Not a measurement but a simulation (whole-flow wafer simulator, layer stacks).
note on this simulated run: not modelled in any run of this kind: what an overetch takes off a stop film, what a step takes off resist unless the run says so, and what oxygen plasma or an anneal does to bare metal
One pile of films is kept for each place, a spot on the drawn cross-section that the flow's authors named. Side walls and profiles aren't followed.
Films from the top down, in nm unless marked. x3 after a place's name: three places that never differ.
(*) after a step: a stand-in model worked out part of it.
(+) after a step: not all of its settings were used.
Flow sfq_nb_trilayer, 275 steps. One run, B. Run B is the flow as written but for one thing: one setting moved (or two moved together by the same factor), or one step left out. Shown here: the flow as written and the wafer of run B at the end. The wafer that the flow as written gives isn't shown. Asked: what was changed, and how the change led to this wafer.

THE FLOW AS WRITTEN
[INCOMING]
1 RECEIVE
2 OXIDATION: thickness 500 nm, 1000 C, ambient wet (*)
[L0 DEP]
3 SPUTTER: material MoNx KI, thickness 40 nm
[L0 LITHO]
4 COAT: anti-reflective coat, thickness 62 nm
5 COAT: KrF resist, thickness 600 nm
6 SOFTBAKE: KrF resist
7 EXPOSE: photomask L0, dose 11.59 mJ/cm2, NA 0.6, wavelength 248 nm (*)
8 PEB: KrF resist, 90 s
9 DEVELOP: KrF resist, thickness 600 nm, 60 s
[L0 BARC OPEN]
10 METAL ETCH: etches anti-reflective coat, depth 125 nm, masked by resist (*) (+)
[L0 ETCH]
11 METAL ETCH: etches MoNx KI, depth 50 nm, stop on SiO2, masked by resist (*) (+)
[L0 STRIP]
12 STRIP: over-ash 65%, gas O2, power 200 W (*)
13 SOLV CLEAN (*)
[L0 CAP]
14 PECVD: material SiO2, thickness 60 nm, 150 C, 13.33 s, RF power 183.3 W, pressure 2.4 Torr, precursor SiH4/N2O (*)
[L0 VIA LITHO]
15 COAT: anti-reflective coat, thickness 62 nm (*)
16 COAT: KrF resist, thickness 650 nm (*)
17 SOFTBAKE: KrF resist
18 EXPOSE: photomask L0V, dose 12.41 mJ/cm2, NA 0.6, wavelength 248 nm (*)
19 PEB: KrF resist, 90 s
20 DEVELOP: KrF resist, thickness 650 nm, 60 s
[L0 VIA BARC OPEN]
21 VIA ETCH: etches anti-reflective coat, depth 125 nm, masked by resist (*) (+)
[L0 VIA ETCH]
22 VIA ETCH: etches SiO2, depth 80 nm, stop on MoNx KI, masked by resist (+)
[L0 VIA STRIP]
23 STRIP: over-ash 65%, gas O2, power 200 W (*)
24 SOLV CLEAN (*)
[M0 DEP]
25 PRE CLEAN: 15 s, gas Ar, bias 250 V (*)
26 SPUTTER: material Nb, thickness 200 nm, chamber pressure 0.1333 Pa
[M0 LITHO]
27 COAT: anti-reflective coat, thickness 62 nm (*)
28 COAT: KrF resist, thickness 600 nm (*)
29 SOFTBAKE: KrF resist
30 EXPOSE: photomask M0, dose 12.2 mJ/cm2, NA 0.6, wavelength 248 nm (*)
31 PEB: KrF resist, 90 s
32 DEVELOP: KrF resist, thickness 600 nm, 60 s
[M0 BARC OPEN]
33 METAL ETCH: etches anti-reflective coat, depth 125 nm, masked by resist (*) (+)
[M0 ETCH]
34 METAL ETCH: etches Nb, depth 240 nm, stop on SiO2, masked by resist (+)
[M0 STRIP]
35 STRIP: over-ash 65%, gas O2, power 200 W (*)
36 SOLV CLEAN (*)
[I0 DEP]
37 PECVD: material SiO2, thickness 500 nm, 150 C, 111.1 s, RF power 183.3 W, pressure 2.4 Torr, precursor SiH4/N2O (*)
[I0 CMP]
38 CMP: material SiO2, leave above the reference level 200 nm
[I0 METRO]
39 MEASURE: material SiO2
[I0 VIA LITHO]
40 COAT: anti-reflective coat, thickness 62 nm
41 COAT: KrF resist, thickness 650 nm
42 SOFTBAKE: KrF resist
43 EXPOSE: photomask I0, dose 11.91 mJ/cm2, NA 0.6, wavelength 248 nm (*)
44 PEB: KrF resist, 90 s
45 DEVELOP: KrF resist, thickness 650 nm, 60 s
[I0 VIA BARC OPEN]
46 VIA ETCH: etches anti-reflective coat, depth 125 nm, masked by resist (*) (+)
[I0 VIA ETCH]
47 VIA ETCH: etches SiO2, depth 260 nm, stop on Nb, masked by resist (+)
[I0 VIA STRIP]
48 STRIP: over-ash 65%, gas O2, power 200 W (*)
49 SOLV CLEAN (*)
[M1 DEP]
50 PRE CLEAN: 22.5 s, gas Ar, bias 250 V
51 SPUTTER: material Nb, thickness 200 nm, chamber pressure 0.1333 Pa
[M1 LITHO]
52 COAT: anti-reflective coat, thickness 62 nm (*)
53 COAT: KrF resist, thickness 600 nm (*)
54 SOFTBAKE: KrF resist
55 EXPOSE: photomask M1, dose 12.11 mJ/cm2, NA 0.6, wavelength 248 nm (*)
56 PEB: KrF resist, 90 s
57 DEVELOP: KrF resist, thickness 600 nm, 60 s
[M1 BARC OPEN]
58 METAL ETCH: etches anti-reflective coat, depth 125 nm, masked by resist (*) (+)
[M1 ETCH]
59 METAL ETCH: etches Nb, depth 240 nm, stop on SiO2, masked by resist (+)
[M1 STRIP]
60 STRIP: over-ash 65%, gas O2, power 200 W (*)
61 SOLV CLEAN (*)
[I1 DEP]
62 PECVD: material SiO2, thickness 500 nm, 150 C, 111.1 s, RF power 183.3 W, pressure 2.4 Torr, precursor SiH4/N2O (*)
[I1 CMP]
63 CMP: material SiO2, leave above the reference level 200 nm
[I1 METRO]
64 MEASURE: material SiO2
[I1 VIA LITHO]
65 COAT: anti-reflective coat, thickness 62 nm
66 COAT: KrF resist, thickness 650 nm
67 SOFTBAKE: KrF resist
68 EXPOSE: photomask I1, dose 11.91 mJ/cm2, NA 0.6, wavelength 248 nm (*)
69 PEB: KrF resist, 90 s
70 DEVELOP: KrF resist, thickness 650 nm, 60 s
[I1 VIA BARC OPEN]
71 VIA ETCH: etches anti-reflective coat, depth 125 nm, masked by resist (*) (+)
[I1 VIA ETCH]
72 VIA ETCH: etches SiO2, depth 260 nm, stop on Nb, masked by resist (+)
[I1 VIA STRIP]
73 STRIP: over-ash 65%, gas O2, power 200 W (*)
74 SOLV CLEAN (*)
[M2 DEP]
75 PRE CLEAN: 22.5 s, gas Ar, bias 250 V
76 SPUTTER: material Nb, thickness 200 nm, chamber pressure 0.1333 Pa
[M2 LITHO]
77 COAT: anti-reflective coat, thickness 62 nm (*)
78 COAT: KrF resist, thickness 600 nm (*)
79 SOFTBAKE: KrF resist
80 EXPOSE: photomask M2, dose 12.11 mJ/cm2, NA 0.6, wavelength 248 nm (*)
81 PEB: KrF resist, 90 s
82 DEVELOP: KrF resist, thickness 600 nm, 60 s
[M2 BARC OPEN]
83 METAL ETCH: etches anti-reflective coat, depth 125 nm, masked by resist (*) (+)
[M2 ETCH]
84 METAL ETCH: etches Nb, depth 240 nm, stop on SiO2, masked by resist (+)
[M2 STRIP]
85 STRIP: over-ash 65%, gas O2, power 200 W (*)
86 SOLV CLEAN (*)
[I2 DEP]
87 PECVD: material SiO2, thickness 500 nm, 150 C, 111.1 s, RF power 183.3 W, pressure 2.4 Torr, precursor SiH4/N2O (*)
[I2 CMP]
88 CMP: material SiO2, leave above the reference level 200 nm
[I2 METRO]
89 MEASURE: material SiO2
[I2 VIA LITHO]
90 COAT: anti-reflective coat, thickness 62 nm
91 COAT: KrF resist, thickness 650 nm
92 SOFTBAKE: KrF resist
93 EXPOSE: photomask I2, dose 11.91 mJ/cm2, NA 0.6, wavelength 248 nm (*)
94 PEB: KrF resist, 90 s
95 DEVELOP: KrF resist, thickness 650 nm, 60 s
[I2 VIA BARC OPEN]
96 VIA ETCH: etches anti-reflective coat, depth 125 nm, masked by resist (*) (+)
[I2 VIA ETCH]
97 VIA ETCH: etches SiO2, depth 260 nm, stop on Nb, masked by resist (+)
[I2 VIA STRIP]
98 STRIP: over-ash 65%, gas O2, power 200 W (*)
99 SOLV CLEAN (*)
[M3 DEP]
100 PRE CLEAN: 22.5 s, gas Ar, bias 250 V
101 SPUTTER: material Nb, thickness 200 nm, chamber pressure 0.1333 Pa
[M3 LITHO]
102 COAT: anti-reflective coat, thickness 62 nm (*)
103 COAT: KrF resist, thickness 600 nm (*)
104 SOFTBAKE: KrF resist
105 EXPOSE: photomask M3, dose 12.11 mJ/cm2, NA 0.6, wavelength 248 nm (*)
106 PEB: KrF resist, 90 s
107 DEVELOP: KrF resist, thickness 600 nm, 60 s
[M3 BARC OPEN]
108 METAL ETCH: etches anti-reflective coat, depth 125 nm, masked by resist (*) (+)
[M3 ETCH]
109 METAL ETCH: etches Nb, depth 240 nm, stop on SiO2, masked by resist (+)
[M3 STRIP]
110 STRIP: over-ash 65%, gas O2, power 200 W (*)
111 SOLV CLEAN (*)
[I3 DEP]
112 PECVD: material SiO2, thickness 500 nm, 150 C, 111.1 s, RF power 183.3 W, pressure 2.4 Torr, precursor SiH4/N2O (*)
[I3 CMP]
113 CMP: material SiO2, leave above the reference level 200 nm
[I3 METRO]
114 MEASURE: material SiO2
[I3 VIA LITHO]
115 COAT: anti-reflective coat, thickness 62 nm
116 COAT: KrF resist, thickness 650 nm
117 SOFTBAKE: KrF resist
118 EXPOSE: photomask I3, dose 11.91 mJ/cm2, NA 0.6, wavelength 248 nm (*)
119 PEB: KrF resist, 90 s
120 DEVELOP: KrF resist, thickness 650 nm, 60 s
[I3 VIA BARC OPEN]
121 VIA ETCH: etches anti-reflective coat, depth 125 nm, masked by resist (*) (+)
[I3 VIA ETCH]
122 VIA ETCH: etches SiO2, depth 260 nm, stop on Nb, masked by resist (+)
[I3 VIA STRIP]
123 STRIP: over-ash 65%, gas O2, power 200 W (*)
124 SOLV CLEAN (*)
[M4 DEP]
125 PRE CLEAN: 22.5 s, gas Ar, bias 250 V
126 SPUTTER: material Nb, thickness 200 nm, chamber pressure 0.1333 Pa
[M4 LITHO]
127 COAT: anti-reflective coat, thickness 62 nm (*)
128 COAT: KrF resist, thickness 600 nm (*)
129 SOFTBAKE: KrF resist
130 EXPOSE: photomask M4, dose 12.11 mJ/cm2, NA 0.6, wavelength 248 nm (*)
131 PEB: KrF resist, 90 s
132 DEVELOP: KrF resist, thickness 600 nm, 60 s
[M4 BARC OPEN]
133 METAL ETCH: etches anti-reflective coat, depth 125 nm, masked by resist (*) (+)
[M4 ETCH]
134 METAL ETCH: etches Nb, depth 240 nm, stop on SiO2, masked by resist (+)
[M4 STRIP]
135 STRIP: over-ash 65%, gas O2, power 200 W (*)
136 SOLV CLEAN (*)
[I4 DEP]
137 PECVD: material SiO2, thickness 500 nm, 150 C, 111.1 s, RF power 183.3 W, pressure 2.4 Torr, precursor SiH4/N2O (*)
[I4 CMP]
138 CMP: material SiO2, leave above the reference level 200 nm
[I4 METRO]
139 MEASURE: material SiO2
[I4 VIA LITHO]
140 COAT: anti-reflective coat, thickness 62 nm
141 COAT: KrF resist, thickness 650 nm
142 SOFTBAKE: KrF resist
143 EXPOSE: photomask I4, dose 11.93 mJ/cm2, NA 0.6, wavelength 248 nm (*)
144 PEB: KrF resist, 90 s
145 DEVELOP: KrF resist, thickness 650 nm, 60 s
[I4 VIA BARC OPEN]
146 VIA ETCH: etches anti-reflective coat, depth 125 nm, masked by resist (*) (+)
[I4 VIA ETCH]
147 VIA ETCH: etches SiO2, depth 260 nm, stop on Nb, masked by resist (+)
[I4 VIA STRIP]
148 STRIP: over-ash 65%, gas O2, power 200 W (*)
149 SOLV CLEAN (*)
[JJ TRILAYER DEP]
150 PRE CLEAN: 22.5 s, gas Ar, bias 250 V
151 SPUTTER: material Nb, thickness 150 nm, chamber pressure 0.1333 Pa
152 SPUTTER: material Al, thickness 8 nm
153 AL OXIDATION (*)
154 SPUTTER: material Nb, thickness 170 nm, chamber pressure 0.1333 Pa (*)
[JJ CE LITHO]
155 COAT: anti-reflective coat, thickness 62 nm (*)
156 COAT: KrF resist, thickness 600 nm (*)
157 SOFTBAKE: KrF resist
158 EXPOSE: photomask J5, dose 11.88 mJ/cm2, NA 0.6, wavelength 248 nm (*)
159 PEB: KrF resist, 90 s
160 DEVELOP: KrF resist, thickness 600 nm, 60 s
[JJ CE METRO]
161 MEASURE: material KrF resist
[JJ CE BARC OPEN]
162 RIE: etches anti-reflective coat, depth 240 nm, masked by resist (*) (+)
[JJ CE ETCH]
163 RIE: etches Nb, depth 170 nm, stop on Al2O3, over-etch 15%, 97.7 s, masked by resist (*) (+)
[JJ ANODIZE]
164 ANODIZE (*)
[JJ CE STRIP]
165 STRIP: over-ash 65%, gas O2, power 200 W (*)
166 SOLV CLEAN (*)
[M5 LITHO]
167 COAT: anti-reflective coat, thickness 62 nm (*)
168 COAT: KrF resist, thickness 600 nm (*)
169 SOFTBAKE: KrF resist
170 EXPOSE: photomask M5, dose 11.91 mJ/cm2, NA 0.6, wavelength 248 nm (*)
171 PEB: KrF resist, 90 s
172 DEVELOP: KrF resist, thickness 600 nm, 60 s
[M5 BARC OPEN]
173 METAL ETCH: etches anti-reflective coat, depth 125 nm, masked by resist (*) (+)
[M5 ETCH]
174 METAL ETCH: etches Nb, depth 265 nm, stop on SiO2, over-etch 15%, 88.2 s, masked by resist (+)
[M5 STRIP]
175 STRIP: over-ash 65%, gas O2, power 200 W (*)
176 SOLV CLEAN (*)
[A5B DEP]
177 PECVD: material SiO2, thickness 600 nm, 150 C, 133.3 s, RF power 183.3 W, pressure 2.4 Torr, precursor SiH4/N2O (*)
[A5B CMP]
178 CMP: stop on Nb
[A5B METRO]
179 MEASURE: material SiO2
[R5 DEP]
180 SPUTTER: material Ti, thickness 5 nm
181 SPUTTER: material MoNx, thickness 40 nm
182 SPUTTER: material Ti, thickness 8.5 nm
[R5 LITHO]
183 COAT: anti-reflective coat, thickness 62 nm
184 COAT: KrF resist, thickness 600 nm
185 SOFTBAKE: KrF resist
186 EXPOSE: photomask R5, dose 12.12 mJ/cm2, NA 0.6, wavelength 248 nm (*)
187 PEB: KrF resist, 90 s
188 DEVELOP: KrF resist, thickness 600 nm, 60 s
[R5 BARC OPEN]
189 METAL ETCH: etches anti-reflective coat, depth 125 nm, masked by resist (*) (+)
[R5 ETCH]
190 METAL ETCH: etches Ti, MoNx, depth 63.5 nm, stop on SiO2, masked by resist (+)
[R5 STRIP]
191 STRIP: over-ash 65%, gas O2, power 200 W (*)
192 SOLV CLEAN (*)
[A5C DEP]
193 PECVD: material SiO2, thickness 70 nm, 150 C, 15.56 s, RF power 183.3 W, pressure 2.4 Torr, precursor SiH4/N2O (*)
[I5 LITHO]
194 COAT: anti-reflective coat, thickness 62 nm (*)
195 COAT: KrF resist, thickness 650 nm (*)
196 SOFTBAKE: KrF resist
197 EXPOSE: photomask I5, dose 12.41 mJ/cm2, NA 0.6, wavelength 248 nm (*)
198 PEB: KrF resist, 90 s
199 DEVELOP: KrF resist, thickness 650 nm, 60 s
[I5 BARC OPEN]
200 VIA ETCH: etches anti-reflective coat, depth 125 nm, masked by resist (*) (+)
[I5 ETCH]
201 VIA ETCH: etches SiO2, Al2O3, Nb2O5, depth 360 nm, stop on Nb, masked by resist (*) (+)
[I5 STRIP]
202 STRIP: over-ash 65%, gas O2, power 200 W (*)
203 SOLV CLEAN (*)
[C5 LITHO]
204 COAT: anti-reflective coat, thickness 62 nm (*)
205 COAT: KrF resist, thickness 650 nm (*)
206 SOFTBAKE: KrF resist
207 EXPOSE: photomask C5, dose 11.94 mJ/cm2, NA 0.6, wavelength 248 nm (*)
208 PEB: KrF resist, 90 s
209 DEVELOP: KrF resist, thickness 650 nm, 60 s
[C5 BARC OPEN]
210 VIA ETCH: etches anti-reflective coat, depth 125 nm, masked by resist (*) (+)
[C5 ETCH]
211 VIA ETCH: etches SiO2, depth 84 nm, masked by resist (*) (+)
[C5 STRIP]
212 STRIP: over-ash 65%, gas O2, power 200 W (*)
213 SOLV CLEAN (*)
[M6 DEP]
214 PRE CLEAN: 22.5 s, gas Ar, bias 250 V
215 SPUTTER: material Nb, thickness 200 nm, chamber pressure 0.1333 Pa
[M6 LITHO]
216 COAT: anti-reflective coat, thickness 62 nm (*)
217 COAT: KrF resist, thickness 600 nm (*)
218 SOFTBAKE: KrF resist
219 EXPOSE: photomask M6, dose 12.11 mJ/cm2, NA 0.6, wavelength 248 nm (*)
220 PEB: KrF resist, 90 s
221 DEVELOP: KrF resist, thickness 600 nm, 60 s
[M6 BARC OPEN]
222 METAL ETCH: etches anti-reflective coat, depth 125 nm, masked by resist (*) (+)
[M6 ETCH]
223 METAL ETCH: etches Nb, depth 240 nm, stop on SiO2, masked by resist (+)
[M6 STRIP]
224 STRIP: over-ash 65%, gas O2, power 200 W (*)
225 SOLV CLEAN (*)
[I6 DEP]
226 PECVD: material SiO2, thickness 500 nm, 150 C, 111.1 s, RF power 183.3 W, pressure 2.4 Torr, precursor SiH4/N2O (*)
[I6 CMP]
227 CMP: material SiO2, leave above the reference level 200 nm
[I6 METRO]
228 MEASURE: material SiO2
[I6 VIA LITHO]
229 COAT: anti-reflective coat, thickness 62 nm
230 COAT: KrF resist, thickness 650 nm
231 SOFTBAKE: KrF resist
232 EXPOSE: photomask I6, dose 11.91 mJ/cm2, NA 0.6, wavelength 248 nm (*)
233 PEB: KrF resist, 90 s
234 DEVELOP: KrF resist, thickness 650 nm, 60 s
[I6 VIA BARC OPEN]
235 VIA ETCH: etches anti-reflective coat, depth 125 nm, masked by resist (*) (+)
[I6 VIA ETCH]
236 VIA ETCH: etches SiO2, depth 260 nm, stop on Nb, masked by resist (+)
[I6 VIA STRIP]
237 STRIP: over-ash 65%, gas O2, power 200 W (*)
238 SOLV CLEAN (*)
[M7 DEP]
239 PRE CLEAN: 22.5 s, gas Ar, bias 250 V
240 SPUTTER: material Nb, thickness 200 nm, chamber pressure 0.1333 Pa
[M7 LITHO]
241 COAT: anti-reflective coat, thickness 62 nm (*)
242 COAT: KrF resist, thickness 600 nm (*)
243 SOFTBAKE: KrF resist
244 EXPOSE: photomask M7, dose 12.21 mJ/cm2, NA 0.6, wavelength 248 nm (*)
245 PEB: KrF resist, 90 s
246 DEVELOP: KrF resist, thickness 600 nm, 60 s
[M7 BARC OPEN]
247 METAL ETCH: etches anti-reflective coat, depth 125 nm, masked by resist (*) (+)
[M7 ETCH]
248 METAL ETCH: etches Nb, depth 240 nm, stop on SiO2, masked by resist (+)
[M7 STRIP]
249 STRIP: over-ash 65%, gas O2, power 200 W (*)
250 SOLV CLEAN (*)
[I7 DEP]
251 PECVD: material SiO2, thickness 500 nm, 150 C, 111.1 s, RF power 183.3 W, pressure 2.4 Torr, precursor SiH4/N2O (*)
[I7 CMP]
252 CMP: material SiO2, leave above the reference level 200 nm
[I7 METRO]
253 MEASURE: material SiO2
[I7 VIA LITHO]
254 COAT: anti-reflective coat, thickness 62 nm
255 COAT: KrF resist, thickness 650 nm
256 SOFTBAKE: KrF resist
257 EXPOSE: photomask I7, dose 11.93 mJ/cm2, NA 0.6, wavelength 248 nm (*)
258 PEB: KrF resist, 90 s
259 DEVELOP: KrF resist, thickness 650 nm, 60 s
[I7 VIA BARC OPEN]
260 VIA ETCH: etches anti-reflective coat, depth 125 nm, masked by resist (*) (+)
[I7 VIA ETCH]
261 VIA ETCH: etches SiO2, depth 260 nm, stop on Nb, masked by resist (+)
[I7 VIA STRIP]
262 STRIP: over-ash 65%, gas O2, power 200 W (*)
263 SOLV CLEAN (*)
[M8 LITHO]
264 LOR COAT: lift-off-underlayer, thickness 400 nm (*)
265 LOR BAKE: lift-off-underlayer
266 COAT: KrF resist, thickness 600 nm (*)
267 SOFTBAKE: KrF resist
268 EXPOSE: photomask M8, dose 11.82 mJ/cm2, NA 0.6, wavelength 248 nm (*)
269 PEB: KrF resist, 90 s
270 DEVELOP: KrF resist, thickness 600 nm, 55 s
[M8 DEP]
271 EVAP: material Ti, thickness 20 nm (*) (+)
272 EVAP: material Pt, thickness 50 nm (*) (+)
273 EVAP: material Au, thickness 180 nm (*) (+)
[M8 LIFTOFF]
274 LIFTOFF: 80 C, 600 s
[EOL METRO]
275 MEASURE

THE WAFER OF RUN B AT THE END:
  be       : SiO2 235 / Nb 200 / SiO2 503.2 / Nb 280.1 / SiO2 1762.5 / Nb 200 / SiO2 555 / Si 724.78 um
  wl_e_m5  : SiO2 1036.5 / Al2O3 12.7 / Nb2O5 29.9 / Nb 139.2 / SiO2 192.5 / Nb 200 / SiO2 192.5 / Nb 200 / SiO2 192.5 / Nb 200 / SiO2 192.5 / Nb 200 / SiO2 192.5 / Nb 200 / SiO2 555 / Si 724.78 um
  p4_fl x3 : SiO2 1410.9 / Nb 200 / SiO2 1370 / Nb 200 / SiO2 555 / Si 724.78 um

The cause: step 252, CMP: leave above the reference level 235 nm was run, where the flow has leave above the reference level 200 nm.
It can be read off the wafer: be has SiO2 235, and step 252 as written asks for 200 nm.

How the change led to this, step by step:
  252 CMP: material SiO2, leave above the reference level 200 nm
      field_l, p4_fl x3, p4_w1 x9 and 46 more: SiO2 -65 (as written it would be: SiO2 -100)
      v_sur, via_wl, via_w and 37 more: SiO2 -265 (as written it would be: SiO2 -300)
      (and at 7 more places)
  261 VIA ETCH: etches SiO2, depth 260 nm, stop on Nb, masked by resist (+)
      via_wl, via_w, via_wr: SiO2 -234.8 (all of it) (as written it would be: SiO2 -199.8 (all of it))
  264 LOR COAT: lift-off-underlayer, thickness 400 nm (*)
      via_wl, via_wr: lift-off-underlayer +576 (new film) (as written it would be: lift-off-underlayer +549.8 (new film))
      via_w: lift-off-underlayer +560.3 (new film) (as written it would be: lift-off-underlayer +536.4 (new film))
  270 DEVELOP: KrF resist, thickness 600 nm, 55 s
      via_wl: KrF resist -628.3 (all of it), lift-off-underlayer -576 (all of it) (as written it would be: KrF resist -623.9 (all of it), lift-off-underlayer -549.8 (all of it))
      via_w: KrF resist -641.9 (all of it), lift-off-underlayer -560.3 (all of it) (as written it would be: KrF resist -635.4 (all of it), lift-off-underlayer -536.4 (all of it))
      (and at 1 more place)
